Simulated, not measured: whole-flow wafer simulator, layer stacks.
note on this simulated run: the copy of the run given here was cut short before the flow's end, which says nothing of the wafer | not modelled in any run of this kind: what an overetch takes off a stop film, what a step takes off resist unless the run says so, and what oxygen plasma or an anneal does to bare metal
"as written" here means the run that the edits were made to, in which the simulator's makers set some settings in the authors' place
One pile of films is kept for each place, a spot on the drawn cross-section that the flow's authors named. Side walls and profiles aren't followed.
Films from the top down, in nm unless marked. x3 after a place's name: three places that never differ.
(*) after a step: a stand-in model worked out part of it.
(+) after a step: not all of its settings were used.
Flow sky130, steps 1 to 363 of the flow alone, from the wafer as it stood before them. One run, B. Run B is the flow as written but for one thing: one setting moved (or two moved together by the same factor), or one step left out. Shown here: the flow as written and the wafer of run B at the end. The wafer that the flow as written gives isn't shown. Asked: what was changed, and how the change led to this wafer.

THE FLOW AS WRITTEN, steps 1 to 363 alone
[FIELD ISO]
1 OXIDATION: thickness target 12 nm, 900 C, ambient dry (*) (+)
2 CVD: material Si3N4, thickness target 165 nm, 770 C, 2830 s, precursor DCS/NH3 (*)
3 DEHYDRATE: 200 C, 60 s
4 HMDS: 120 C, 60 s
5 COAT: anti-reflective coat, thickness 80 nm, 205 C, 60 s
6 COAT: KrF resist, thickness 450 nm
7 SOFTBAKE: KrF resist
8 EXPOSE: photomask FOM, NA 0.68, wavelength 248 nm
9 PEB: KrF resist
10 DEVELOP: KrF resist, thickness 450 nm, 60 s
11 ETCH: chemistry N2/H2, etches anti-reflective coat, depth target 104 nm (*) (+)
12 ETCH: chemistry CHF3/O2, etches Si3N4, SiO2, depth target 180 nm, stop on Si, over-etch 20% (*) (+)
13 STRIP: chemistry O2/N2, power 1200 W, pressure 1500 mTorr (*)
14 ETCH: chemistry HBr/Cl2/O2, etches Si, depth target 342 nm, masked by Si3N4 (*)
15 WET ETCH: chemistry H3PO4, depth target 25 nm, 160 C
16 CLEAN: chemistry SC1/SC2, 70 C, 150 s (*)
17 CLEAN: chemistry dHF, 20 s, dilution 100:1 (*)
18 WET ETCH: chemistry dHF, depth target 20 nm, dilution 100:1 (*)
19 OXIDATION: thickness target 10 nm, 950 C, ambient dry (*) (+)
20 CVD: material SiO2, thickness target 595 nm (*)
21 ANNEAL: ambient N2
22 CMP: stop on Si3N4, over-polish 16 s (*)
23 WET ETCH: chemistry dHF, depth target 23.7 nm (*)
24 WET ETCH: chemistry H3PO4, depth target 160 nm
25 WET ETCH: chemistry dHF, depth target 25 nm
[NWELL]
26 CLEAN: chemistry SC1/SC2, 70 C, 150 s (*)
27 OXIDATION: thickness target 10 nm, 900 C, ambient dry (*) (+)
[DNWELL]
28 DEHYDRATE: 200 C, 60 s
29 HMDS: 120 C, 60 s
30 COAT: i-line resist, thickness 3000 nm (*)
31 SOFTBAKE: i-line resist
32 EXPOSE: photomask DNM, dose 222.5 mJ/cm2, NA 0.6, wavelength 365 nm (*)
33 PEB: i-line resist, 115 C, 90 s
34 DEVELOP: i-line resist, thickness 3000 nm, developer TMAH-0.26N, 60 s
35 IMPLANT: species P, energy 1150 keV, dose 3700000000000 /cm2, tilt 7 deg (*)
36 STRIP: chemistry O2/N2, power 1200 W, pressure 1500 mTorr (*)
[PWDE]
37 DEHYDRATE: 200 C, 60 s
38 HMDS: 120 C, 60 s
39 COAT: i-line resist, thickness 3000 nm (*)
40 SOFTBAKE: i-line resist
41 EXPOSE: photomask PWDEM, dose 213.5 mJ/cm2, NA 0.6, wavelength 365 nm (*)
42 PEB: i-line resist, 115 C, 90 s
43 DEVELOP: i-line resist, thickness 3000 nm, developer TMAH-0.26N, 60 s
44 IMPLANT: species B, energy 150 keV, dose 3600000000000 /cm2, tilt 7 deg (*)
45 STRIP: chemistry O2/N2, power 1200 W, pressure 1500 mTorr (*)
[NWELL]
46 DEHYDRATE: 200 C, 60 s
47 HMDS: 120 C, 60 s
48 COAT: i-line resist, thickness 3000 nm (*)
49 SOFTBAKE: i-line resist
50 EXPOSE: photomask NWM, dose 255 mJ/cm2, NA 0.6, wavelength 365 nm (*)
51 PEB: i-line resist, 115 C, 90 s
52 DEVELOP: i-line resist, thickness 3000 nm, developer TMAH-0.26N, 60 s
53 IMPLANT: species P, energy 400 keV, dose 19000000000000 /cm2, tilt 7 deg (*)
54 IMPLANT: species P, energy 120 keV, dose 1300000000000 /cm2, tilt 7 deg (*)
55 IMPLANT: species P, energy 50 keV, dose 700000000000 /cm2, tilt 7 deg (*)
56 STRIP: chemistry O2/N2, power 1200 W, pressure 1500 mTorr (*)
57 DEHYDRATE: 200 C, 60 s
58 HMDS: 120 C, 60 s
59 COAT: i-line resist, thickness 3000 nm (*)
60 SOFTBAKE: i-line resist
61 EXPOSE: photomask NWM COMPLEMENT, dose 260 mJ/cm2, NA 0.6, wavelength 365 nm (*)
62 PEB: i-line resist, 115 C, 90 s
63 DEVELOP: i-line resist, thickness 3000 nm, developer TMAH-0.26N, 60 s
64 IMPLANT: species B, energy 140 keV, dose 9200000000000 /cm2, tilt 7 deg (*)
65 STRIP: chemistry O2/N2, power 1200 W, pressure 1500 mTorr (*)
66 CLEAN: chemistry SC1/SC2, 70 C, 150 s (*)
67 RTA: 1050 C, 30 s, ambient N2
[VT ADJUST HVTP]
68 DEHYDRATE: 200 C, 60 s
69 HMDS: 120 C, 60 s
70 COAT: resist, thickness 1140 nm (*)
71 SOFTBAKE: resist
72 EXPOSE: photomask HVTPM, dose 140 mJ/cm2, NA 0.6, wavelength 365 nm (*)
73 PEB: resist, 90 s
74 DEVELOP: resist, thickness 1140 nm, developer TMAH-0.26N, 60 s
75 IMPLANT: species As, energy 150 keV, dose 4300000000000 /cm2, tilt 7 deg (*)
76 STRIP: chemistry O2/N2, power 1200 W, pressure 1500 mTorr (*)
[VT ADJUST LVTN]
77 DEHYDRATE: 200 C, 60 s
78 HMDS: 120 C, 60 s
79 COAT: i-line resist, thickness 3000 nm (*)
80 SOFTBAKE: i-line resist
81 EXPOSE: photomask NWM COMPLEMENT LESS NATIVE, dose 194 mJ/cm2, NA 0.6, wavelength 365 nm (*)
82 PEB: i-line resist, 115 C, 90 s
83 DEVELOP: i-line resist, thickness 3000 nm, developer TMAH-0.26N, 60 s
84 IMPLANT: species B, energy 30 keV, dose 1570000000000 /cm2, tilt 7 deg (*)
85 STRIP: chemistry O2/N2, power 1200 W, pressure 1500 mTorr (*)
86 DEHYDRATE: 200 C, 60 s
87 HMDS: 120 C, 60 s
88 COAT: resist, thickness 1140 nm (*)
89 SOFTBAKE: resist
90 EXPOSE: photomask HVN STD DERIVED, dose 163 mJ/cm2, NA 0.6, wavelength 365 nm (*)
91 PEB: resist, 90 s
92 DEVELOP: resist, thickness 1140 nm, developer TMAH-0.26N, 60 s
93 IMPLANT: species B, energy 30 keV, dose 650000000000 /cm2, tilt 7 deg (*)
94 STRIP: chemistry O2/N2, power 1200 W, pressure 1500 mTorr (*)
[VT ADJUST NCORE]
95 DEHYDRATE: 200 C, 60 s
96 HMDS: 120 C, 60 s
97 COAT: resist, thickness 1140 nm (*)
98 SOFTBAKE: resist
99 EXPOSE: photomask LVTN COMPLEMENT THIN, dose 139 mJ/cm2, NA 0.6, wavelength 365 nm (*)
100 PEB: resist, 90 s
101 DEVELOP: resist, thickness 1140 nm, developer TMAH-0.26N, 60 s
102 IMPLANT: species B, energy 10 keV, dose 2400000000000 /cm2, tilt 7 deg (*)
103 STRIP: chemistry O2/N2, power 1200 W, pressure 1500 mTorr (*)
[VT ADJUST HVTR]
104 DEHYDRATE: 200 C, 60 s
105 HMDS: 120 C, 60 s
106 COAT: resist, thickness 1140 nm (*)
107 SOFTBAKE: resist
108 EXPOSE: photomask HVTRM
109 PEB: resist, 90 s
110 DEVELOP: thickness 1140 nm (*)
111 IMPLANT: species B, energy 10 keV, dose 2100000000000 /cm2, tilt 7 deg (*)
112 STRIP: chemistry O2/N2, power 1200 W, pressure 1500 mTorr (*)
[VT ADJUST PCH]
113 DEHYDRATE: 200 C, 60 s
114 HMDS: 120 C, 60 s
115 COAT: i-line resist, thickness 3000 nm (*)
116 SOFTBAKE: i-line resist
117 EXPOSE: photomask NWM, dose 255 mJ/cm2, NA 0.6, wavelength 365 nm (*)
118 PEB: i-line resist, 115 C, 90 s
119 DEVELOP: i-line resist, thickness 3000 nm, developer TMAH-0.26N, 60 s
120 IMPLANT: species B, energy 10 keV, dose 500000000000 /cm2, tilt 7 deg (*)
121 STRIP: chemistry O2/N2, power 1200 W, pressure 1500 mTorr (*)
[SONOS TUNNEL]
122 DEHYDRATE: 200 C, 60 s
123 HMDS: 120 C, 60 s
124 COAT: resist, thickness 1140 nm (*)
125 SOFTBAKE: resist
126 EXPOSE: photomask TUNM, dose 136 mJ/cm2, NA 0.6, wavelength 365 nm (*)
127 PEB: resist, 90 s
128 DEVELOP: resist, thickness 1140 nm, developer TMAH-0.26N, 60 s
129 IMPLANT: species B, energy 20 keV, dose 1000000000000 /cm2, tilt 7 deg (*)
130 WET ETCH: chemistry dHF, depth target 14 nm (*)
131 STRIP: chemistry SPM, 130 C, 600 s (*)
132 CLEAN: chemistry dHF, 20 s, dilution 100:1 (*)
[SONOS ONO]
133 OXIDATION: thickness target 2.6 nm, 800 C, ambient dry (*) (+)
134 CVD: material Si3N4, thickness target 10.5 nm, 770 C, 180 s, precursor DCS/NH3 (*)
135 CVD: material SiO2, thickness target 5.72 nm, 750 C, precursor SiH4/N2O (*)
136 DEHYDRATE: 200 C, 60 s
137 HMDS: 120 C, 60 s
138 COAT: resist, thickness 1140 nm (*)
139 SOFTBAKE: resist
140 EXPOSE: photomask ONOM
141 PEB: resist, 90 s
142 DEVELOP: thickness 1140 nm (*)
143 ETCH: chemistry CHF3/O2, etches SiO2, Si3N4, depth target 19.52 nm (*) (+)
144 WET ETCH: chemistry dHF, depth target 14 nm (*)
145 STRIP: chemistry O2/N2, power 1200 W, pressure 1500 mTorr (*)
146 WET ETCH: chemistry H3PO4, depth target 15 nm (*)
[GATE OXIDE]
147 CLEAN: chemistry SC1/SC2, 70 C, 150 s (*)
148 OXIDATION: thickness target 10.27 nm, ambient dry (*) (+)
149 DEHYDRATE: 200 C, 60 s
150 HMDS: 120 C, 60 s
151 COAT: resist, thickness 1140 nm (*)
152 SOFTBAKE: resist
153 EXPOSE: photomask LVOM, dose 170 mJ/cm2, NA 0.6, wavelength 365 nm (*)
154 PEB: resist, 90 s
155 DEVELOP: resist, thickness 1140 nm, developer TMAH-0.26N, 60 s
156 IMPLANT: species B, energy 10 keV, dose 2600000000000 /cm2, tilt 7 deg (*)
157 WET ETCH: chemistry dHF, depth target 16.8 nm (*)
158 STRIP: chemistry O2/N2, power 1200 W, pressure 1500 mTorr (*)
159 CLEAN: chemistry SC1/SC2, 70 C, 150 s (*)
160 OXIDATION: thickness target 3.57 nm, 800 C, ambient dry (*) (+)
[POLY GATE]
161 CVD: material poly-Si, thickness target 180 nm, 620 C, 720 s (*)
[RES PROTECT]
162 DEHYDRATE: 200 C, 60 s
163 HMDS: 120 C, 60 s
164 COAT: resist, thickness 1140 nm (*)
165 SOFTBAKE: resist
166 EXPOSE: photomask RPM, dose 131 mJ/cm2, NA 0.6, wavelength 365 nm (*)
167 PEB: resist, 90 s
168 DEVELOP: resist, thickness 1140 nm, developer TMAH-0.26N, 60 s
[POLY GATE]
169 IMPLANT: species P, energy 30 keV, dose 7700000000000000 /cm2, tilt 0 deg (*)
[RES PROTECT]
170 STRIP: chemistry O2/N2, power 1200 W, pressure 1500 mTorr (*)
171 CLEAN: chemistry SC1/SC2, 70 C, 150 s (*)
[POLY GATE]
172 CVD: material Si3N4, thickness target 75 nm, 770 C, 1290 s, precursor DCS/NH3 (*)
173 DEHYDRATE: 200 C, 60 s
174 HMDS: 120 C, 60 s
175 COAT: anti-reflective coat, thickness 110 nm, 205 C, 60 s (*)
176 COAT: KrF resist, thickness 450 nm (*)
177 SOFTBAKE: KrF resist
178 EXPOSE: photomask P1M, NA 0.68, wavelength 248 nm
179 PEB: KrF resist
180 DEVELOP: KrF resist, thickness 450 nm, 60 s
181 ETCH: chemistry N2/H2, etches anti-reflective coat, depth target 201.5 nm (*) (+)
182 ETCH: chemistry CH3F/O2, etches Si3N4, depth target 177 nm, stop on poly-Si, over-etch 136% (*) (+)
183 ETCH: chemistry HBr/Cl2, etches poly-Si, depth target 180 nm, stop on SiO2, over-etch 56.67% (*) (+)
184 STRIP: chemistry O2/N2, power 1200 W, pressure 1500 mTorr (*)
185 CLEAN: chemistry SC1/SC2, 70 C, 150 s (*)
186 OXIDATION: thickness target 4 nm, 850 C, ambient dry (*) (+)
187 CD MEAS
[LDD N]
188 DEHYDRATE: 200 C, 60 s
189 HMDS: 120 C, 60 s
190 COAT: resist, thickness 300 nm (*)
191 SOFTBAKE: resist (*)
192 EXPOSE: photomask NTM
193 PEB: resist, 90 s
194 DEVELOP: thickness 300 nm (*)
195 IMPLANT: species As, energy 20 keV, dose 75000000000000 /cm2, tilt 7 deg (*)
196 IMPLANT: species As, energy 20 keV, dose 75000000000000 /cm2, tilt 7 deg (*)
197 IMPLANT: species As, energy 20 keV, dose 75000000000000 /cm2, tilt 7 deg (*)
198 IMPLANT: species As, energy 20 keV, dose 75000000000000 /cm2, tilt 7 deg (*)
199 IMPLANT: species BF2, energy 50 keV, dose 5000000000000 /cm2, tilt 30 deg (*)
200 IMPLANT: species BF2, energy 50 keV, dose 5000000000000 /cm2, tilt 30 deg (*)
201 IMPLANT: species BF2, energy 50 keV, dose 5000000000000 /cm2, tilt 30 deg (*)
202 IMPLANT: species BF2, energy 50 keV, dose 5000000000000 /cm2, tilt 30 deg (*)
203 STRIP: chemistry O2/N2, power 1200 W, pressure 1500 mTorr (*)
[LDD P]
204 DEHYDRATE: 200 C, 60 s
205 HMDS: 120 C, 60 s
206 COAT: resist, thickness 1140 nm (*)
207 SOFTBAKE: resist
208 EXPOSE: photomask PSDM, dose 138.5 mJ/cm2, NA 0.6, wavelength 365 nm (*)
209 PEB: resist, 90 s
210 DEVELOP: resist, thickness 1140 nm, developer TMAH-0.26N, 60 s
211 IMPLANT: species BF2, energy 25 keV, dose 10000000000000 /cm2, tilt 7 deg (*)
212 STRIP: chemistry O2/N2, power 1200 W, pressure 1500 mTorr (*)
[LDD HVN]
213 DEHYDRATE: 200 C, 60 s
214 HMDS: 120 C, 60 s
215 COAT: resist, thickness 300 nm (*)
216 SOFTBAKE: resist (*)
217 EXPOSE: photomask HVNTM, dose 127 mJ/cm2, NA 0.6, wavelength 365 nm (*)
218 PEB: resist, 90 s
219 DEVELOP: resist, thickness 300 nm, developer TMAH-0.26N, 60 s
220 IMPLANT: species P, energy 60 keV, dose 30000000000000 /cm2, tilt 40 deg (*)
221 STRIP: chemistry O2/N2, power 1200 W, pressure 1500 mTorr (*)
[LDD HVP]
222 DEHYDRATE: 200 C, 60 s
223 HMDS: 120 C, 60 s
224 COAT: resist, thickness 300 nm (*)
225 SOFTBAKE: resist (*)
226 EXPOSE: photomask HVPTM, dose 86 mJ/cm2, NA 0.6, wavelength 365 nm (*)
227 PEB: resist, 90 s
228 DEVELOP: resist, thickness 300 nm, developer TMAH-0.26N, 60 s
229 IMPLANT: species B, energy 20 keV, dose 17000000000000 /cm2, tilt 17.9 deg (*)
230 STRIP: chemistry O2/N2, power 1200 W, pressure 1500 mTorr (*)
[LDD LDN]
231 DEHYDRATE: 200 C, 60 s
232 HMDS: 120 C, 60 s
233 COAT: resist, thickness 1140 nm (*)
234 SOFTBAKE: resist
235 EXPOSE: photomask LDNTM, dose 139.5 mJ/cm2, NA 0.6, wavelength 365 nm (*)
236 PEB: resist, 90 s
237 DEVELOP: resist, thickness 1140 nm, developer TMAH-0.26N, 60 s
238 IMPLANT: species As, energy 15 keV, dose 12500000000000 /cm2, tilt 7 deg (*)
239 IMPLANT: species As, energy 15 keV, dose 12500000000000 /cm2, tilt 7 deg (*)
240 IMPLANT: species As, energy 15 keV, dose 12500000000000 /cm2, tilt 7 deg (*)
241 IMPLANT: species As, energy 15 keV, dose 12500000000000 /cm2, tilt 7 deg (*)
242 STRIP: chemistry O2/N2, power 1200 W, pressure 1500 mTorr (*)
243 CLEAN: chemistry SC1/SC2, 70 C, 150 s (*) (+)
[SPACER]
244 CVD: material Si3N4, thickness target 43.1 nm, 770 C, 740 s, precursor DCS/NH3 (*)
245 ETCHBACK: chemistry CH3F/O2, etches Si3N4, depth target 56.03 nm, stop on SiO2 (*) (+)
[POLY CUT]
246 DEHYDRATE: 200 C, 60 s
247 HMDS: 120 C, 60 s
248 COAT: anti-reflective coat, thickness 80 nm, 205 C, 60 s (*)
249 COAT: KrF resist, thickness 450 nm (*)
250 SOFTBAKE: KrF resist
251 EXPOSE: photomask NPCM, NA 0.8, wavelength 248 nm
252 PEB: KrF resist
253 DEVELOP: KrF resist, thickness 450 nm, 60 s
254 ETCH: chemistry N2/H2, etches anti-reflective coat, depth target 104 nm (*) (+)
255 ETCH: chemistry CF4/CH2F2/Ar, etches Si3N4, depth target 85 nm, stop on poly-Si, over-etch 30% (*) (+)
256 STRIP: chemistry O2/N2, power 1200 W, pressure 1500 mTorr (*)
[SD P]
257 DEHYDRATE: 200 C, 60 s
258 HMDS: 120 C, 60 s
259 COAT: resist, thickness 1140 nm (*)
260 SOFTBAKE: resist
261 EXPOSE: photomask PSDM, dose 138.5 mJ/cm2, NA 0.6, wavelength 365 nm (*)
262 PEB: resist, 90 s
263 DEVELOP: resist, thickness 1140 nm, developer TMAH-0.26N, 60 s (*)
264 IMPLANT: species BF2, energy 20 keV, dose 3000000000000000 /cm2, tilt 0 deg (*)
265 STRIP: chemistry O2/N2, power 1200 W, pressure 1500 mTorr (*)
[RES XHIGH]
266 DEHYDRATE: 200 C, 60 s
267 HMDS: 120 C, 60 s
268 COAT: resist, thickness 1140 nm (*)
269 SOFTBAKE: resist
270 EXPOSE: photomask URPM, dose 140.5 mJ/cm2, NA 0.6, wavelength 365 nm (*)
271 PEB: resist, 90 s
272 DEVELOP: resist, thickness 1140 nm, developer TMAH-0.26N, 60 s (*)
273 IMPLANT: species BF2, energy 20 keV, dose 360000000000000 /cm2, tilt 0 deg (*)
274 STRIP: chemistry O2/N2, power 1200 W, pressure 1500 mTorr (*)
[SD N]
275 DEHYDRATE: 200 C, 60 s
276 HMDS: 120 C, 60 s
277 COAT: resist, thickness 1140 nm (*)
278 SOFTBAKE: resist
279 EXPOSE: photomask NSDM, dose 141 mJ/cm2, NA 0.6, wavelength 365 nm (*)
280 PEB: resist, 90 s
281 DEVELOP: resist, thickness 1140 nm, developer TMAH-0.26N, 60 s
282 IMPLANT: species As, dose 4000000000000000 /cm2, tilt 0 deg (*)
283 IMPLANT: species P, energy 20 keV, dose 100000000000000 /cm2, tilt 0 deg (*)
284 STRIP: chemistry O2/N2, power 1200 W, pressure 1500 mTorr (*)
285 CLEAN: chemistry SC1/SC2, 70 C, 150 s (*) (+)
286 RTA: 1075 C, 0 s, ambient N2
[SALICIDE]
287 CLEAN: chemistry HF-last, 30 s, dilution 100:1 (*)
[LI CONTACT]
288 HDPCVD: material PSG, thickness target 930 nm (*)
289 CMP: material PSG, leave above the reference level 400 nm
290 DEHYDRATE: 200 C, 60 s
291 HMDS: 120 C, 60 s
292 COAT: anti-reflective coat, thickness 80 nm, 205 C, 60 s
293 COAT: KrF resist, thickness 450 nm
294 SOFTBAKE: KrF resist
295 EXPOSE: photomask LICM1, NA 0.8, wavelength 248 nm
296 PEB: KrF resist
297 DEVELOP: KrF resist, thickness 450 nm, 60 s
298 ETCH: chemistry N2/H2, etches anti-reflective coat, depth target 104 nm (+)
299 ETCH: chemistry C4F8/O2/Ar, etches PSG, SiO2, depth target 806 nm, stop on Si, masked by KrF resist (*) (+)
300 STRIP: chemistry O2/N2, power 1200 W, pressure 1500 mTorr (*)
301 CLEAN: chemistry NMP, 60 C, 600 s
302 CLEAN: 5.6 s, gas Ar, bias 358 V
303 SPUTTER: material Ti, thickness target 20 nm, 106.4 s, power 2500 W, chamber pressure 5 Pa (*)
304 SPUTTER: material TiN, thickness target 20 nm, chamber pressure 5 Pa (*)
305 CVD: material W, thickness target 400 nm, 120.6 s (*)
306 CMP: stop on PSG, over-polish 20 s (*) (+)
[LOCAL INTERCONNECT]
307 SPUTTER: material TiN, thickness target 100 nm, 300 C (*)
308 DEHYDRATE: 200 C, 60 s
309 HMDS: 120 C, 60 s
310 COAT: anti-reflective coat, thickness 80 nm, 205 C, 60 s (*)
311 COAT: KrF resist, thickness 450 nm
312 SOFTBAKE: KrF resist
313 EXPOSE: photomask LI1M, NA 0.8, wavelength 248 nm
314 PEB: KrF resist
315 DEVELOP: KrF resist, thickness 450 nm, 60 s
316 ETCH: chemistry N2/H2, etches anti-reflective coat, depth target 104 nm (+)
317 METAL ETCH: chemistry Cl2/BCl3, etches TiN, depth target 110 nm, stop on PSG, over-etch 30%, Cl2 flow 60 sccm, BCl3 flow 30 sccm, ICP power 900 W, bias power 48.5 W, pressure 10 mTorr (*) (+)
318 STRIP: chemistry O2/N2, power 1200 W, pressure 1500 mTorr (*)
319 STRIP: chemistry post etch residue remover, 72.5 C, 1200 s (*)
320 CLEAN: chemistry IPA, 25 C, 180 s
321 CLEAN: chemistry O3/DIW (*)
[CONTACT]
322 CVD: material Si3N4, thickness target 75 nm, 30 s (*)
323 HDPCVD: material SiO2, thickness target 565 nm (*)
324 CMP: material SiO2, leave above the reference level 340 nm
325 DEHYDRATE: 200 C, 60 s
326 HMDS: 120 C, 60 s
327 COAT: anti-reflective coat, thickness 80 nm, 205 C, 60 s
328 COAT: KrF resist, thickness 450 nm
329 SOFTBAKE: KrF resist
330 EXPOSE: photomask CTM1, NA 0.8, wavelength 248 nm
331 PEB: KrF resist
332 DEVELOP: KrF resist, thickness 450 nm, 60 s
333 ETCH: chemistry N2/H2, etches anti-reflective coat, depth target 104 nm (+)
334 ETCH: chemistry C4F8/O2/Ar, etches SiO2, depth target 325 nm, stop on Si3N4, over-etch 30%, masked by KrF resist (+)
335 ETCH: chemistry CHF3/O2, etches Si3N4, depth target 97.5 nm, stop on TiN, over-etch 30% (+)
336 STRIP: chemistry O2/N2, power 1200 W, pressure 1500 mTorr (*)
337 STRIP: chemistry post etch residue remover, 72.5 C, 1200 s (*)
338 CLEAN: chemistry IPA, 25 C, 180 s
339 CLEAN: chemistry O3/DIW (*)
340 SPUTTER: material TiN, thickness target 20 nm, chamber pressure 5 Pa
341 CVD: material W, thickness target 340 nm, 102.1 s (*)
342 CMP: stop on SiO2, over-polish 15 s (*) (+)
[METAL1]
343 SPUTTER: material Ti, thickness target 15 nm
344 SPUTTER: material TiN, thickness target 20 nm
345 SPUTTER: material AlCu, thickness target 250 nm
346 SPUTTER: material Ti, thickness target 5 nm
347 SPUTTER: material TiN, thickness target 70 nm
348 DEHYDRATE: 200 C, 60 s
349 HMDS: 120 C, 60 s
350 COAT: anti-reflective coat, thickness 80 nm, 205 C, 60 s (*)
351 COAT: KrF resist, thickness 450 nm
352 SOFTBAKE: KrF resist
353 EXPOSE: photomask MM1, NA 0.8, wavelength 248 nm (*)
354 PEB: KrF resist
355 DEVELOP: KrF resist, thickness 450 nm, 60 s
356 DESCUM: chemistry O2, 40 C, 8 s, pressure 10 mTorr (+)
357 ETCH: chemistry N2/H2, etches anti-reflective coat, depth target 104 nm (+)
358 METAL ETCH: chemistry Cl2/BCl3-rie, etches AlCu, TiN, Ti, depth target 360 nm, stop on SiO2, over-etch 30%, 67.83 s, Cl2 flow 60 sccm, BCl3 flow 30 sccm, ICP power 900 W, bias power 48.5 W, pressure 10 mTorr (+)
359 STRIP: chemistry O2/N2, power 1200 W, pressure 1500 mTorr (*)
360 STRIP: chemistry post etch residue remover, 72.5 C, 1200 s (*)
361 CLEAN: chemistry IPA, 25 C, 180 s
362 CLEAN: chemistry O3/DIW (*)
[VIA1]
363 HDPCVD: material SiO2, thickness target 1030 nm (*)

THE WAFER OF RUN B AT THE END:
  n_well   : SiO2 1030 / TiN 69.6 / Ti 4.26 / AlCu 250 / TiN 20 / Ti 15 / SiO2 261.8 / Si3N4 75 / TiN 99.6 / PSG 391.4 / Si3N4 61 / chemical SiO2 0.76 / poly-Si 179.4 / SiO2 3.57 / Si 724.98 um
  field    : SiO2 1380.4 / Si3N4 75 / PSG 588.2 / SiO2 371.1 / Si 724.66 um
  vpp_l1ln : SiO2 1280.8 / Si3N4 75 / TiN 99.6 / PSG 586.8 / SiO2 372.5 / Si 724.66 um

The cause: step 346, SPUTTER: thickness target 4.26 nm was run, where the flow has thickness target 5 nm.
It can be read off the wafer: n_well has Ti 4.26, and step 346 as written asks for 5 nm.

How the change led to this, step by step:
  346 SPUTTER: material Ti, thickness target 5 nm
      field, active, n_well and 188 more: Ti +4.26 (new film) (as written it would be: Ti +5 (new film))
  358 METAL ETCH: chemistry Cl2/BCl3-rie, etches AlCu, TiN, Ti, depth target 360 nm, stop on SiO2, over-etch 30%, 67.83 s, Cl2 flow 60 sccm, BCl3 flow 30 sccm, ICP power 900 W, bias power 48.5 W, pressure 10 mTorr (+)
      field, active, gate and 81 more: TiN -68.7 (all of it), Ti -4.26 (all of it), AlCu -250 (all of it), TiN -20 (all of it), Ti -15 (all of it), SiO2 -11 (as written it would be: TiN -68.7 (all of it), Ti -5 (all of it), AlCu -250 (all of it), TiN -20 (all of it), Ti -15 (all of it), SiO2 -10.9)
